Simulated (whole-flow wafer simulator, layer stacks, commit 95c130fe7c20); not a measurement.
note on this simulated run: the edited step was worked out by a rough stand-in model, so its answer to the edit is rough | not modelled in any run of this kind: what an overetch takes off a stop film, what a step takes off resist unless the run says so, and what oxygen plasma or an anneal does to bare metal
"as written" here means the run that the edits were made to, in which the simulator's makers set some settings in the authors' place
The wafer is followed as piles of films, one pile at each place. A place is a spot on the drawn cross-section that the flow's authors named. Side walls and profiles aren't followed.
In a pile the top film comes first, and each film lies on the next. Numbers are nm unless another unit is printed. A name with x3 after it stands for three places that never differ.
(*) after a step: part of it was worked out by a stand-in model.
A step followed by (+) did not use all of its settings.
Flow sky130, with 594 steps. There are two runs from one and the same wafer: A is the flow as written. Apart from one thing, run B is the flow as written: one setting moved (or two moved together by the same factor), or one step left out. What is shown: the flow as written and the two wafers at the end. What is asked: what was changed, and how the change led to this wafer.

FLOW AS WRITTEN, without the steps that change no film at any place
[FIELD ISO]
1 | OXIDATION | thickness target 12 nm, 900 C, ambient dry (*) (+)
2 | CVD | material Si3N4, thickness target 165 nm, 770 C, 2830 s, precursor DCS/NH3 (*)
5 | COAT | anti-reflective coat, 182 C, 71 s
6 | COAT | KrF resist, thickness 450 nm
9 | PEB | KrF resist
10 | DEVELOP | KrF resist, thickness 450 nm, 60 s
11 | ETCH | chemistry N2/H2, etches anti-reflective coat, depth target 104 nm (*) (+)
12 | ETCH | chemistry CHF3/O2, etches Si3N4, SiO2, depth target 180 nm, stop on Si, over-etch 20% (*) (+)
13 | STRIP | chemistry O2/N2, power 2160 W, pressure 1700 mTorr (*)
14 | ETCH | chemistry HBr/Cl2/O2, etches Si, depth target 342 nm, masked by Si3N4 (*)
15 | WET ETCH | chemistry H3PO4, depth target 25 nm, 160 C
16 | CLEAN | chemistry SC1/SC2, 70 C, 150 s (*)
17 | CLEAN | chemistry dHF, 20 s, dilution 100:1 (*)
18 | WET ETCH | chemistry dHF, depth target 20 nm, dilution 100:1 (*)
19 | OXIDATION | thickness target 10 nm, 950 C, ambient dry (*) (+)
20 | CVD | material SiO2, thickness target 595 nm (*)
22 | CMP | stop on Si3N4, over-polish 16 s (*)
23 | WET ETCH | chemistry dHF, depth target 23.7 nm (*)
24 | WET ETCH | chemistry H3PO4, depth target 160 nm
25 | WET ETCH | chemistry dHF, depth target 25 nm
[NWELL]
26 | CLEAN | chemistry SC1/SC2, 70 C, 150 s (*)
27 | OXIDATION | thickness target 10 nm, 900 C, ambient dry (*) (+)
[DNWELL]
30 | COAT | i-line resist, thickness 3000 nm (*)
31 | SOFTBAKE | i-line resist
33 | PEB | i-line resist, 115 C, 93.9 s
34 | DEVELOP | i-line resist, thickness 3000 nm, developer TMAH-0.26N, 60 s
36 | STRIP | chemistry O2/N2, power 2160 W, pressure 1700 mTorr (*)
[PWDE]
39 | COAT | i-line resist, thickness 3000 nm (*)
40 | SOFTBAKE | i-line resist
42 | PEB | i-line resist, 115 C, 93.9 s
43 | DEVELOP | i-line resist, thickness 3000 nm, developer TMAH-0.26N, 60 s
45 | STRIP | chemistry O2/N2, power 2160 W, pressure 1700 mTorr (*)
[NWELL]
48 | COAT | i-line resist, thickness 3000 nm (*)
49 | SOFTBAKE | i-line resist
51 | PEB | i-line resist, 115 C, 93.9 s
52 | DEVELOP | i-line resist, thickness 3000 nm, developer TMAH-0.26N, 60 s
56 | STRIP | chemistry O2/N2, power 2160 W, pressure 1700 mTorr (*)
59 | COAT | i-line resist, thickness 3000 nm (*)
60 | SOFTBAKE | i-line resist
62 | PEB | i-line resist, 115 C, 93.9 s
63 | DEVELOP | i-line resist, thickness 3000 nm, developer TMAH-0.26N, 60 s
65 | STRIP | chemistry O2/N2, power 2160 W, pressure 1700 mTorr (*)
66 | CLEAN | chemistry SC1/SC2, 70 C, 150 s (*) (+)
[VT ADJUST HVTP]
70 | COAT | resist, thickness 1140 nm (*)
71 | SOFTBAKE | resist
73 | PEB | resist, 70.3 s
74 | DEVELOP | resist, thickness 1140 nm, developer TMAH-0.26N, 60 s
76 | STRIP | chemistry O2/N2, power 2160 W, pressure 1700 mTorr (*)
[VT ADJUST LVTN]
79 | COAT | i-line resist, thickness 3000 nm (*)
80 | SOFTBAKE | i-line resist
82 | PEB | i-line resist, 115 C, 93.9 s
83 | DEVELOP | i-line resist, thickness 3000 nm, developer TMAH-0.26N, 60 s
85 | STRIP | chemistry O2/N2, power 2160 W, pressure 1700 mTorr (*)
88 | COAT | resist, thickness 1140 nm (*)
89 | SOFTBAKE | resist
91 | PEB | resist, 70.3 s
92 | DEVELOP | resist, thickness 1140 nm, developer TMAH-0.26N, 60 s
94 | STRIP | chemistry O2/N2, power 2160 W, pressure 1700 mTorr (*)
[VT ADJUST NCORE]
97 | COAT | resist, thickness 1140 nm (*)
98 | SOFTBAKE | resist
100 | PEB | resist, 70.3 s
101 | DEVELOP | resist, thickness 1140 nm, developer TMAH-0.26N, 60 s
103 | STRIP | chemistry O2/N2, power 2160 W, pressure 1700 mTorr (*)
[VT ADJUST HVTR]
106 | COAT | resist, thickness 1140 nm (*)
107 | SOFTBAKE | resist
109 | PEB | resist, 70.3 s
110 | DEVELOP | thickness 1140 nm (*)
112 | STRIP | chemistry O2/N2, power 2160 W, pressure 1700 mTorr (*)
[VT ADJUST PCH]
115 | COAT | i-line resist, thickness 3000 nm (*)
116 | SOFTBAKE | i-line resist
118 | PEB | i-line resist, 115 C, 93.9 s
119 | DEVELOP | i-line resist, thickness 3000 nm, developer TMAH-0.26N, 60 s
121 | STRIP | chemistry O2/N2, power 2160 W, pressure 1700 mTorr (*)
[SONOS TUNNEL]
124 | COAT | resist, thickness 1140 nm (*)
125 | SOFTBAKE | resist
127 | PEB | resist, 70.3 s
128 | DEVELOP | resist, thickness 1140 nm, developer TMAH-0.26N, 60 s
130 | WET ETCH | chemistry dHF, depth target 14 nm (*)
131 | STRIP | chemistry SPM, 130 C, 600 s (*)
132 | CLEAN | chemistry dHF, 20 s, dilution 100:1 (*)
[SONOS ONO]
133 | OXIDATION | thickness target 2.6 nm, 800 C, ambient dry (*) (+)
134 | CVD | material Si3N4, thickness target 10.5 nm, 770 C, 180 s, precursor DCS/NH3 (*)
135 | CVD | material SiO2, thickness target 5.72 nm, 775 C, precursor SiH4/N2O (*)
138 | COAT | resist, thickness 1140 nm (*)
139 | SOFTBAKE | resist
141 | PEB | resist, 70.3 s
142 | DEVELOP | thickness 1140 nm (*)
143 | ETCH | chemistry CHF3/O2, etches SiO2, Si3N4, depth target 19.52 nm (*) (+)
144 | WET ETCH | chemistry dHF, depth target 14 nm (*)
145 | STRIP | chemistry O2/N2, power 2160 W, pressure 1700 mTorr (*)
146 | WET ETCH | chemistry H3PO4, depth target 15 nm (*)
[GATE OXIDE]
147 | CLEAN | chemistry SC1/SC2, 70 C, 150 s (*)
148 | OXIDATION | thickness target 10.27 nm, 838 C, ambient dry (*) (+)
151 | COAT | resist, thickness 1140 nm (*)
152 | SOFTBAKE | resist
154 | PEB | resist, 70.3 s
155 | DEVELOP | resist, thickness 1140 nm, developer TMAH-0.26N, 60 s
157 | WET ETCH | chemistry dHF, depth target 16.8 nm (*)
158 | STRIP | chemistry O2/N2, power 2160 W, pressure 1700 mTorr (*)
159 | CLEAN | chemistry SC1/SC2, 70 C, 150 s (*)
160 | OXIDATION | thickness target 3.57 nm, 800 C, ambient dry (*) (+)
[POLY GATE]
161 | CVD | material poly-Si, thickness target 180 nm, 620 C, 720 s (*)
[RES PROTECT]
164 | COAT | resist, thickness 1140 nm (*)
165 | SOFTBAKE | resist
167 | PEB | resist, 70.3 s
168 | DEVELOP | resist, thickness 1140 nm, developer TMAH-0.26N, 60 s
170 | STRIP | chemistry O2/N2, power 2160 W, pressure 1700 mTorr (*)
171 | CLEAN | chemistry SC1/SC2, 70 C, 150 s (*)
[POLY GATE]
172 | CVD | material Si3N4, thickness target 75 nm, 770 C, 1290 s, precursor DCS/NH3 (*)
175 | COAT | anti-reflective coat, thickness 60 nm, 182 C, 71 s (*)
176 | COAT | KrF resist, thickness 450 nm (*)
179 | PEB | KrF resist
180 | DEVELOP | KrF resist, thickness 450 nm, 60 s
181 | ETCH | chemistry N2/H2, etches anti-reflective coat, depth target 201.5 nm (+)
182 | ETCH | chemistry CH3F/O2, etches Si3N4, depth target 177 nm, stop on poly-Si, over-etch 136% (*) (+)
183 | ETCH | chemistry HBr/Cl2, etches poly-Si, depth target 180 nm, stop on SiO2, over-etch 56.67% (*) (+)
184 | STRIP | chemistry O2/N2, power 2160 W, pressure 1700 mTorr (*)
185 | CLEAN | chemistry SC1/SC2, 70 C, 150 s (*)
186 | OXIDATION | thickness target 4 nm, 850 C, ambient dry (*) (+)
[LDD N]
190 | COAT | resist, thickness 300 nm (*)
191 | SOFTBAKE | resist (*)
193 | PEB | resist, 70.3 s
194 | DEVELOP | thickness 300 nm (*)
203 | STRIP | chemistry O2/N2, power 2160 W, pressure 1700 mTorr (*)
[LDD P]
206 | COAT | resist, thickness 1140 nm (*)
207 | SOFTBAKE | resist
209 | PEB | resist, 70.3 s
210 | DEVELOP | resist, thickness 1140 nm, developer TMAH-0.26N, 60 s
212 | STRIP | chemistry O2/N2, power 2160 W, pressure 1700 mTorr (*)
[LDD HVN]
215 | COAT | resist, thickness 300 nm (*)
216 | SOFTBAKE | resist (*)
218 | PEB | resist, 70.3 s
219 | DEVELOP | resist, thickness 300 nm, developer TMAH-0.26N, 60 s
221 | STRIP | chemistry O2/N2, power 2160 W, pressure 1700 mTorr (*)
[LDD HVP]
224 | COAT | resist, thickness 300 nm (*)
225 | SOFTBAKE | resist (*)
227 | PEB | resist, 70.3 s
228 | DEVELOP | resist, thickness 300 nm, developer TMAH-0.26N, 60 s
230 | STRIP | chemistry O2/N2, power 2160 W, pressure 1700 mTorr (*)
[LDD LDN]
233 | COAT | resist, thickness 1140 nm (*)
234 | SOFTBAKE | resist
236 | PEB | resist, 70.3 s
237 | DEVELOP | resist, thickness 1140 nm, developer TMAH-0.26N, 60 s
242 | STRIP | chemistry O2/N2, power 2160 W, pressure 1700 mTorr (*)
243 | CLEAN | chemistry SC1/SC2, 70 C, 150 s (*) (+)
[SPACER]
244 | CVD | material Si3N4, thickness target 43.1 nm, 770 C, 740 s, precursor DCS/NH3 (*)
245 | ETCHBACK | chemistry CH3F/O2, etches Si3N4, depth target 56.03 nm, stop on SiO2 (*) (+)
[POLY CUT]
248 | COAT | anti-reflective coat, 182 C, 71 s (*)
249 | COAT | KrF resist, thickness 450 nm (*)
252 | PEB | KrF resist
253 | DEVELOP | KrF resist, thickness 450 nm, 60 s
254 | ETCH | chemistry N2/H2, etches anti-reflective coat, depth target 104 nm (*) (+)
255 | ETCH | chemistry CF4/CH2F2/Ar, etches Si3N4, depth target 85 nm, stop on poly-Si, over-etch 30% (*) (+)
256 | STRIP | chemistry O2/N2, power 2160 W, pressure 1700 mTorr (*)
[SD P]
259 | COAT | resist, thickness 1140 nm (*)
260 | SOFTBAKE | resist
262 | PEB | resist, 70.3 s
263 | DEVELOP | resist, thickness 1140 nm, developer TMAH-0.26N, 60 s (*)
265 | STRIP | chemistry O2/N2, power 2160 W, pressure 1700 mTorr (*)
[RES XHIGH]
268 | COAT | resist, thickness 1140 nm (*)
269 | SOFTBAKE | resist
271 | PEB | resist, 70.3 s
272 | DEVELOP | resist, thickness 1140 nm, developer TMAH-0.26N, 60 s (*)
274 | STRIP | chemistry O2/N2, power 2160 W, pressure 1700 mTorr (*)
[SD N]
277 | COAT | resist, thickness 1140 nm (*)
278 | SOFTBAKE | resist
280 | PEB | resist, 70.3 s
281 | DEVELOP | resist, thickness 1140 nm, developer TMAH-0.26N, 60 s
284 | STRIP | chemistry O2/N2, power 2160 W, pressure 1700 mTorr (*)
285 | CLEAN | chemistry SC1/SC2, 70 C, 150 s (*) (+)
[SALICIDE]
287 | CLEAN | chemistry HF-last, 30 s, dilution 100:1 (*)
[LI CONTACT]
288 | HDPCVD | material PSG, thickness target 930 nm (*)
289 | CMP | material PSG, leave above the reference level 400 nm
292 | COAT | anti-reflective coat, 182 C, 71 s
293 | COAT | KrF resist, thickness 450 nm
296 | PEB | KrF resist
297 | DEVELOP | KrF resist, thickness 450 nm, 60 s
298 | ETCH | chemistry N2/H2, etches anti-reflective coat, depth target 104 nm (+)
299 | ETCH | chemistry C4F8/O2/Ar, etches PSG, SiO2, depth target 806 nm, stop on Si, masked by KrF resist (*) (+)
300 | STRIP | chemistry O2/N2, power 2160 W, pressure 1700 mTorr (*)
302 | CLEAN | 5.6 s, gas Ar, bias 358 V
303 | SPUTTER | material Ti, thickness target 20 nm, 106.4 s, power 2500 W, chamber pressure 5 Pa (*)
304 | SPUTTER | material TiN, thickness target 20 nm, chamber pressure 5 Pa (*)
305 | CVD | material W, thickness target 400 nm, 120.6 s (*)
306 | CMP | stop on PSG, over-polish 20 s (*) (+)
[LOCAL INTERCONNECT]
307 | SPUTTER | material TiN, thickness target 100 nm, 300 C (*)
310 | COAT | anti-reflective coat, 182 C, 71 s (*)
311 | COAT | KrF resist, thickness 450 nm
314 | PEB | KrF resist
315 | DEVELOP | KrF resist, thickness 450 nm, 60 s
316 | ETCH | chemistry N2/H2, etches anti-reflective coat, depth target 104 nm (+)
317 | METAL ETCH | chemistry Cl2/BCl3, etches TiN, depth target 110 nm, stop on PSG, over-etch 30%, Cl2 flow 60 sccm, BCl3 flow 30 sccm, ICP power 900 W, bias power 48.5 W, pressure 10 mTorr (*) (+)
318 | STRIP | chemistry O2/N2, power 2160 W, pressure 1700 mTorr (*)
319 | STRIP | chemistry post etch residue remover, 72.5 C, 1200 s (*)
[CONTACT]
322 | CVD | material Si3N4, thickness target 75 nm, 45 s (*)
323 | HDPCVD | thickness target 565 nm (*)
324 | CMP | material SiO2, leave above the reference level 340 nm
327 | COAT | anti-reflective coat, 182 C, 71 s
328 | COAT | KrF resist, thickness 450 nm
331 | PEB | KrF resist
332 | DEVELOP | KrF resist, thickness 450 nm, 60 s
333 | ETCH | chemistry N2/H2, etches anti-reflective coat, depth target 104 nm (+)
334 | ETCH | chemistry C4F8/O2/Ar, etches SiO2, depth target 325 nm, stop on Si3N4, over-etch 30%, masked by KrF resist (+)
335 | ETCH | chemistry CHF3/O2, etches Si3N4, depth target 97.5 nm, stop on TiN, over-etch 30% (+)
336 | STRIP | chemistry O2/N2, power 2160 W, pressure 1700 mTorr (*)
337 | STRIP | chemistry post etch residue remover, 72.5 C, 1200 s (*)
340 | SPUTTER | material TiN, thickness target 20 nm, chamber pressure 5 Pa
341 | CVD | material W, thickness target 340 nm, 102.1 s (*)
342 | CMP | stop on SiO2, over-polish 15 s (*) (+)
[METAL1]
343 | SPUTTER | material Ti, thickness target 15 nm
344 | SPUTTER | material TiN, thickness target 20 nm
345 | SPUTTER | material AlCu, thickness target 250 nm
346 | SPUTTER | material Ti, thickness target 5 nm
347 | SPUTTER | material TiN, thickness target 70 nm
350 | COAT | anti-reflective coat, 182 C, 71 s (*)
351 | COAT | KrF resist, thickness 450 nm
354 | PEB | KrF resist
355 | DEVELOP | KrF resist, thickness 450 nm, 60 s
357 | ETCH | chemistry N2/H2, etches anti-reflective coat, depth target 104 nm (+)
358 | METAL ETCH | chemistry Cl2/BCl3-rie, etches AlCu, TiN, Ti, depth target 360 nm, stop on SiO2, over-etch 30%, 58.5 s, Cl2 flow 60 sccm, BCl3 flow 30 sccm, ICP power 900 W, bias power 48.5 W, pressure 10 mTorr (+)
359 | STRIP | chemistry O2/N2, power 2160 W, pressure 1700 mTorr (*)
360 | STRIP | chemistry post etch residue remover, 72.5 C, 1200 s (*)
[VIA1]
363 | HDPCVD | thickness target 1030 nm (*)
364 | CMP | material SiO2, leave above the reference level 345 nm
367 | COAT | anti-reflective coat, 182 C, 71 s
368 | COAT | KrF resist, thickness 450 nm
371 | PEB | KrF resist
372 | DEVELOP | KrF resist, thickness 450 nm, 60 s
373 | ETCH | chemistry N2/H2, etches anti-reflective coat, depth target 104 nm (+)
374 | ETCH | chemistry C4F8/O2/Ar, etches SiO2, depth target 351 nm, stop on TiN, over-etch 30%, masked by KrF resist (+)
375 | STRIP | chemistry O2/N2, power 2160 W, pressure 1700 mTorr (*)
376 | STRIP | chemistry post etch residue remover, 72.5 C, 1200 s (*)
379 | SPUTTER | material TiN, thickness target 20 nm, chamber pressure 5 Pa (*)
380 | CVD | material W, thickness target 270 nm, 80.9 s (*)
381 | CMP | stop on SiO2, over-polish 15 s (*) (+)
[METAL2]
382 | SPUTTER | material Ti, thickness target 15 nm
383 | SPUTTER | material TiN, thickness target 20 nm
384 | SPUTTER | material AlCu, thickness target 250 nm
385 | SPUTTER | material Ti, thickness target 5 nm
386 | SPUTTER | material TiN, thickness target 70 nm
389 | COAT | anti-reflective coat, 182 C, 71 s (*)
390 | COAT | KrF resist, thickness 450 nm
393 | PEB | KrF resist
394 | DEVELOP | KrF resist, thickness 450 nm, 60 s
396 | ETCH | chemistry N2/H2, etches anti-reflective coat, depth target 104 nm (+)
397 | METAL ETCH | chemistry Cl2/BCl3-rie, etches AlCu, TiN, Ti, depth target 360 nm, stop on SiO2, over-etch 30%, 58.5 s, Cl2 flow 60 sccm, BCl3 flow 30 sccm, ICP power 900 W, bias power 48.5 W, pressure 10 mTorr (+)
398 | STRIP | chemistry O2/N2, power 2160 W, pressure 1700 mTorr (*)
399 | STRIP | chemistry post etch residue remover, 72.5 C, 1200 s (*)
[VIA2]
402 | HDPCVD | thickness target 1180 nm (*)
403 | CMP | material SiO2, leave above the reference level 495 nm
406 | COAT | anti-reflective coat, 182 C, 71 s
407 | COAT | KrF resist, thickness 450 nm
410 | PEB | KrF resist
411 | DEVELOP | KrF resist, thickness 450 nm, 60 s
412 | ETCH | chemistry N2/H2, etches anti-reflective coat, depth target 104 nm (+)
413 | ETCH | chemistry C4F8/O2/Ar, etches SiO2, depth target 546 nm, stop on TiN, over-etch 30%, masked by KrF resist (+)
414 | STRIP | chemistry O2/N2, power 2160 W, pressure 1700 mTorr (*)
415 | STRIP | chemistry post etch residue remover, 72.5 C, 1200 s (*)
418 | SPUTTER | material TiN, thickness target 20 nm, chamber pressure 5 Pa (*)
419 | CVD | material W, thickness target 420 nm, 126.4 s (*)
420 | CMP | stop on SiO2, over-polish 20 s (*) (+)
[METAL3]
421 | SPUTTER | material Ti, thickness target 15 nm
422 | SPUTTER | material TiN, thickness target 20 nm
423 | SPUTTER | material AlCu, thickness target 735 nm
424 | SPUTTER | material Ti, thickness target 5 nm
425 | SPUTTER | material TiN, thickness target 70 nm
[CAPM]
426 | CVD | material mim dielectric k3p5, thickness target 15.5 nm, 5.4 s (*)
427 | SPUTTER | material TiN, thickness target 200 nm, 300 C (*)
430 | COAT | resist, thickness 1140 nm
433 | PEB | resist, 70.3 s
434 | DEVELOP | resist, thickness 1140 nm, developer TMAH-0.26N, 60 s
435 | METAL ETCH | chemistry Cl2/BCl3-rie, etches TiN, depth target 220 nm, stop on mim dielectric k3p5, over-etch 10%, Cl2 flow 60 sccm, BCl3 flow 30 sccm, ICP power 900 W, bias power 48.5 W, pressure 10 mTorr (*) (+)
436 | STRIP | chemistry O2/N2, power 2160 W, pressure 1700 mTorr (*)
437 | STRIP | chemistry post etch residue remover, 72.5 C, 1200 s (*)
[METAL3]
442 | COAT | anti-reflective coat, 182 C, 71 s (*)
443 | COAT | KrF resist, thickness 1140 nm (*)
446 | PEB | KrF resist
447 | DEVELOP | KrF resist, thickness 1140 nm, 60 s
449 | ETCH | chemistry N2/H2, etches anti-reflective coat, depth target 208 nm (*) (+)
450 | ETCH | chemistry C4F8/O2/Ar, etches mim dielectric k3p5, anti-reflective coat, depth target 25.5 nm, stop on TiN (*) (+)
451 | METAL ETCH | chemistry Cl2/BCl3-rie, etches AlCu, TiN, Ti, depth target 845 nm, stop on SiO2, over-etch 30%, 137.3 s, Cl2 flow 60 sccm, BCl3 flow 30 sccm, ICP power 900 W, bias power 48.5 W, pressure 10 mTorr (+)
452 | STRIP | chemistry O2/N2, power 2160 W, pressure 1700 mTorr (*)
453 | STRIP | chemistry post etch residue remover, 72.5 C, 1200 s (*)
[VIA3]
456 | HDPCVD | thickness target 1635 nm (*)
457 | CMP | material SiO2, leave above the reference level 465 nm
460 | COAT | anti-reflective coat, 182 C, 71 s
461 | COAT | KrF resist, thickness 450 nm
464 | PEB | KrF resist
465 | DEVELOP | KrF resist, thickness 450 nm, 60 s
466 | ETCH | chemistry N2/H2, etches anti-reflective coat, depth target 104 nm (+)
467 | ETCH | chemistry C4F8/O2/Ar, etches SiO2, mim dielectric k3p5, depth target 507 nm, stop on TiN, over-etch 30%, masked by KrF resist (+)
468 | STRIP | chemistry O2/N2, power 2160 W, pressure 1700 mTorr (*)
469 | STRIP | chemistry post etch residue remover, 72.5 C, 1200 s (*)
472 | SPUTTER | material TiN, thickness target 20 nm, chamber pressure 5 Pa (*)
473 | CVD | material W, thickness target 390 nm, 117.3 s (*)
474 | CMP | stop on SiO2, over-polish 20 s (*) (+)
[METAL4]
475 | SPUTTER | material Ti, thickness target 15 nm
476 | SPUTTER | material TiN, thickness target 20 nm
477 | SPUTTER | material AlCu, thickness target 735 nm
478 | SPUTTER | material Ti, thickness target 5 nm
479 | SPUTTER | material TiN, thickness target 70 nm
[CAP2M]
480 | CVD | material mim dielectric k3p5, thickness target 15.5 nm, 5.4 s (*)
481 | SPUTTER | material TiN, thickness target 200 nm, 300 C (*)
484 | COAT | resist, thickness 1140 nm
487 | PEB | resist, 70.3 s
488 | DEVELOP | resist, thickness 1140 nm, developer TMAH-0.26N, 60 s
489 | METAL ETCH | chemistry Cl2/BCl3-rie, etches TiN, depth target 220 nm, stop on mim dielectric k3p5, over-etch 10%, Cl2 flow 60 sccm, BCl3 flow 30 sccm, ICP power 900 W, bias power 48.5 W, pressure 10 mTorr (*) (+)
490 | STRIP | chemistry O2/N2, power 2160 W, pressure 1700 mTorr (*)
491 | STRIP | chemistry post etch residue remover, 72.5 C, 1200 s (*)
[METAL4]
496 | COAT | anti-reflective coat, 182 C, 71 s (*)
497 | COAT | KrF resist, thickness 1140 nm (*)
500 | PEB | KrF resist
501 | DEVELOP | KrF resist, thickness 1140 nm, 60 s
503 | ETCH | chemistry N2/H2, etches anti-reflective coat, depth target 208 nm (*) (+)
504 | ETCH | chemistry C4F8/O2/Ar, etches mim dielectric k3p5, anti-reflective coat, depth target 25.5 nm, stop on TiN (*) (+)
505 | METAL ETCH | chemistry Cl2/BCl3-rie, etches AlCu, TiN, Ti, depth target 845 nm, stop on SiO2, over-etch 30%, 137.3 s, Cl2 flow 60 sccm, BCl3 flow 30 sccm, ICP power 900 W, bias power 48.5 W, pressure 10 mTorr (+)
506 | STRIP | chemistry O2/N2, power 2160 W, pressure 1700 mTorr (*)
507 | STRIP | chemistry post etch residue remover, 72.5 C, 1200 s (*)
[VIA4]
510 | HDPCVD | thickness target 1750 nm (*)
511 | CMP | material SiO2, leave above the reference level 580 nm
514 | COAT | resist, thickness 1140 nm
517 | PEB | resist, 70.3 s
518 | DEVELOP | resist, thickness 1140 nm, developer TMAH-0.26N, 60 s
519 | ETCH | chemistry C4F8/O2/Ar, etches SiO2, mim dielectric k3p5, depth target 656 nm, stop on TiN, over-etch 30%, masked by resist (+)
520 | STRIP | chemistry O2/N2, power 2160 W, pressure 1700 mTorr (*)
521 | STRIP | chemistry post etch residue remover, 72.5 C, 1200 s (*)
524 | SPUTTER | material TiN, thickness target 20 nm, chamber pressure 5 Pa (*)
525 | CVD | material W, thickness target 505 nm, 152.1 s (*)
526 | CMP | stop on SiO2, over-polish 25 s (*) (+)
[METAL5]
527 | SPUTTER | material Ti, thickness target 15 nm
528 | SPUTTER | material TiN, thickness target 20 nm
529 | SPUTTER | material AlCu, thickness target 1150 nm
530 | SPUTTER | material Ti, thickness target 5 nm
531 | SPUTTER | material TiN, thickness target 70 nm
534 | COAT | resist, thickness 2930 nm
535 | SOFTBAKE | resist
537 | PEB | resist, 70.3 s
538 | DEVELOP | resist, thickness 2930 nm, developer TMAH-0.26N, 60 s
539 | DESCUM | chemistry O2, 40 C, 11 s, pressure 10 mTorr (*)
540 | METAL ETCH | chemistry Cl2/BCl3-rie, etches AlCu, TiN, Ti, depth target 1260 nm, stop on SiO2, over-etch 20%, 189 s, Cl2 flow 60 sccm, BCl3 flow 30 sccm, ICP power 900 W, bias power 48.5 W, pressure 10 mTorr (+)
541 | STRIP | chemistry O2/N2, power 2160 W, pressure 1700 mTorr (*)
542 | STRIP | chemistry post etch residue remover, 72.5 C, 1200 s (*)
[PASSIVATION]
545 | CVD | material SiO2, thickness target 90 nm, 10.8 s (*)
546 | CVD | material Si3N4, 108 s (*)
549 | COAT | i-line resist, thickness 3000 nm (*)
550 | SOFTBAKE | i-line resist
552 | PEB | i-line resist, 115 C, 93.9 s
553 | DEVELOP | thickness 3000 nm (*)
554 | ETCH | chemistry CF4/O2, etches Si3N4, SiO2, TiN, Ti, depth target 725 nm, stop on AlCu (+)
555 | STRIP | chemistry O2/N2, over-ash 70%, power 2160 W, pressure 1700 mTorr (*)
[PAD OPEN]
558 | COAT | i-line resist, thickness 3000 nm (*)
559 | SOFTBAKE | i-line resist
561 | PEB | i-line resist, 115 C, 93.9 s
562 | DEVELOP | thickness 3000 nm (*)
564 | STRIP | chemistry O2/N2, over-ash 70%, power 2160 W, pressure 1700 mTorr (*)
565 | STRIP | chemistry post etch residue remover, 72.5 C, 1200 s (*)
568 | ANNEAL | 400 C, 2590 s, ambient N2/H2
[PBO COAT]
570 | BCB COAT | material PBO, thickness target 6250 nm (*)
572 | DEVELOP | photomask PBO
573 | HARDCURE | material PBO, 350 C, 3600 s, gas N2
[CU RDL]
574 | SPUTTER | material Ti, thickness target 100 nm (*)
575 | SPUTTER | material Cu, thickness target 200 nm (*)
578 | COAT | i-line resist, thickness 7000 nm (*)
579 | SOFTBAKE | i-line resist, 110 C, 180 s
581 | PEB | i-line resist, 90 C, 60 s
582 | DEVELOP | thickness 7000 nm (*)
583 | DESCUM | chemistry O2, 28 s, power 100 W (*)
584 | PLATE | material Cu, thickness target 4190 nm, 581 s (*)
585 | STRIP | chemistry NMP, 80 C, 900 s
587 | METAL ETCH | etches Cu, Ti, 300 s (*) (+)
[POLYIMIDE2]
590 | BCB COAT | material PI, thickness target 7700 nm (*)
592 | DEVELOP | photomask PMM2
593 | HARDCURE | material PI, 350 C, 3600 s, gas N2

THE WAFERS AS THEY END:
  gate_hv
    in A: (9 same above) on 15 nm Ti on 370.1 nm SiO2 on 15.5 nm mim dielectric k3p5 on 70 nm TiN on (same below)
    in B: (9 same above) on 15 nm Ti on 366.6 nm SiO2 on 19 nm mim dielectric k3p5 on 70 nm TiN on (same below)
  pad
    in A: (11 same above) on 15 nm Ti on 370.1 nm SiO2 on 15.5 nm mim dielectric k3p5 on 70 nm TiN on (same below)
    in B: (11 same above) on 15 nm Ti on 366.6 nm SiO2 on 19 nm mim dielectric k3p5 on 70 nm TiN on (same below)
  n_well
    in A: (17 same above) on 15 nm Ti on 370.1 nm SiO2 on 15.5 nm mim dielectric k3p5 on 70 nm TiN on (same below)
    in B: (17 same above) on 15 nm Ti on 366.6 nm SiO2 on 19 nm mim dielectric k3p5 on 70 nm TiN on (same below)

Cause: step 426, CVD: thickness target 19 nm was run, whereas the flow has thickness target 15.5 nm; step 426, CVD: 6.62 s was run, where the flow has 5.4 s.
The wafer lets one read it off: gate_hv has mim dielectric k3p5 19, and step 426 as written asks for 15.5 nm.

Step by step, how the change led to this:
  426 | CVD | material mim dielectric k3p5, thickness target 15.5 nm, 5.4 s (*)
      field, active, n_well and 188 more: A mim dielectric k3p5 gains 15.5 (new film) | B mim dielectric k3p5 gains 19 (new film)
  450 | ETCH | chemistry C4F8/O2/Ar, etches mim dielectric k3p5, anti-reflective coat, depth target 25.5 nm, stop on TiN (*) (+)
      n_well, p_well, gate_hv and 104 more: A KrF resist loses 15.5 | B KrF resist loses 17
      field, active, gate and 82 more: A mim dielectric k3p5 loses 15.5 (all of it) | B mim dielectric k3p5 loses 19 (all of it)
  467 | ETCH | chemistry C4F8/O2/Ar, etches SiO2, mim dielectric k3p5, depth target 507 nm, stop on TiN, over-etch 30%, masked by KrF resist (+)
      m1: A SiO2 loses 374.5 (all of it), mim dielectric k3p5 loses 15.5 (all of it) | B SiO2 loses 371 (all of it), mim dielectric k3p5 loses 19 (all of it)
      via3_hole: A SiO2 loses 373.9 (all of it), mim dielectric k3p5 loses 15.5 (all of it) | B SiO2 loses 370.4 (all of it), mim dielectric k3p5 loses 19 (all of it)
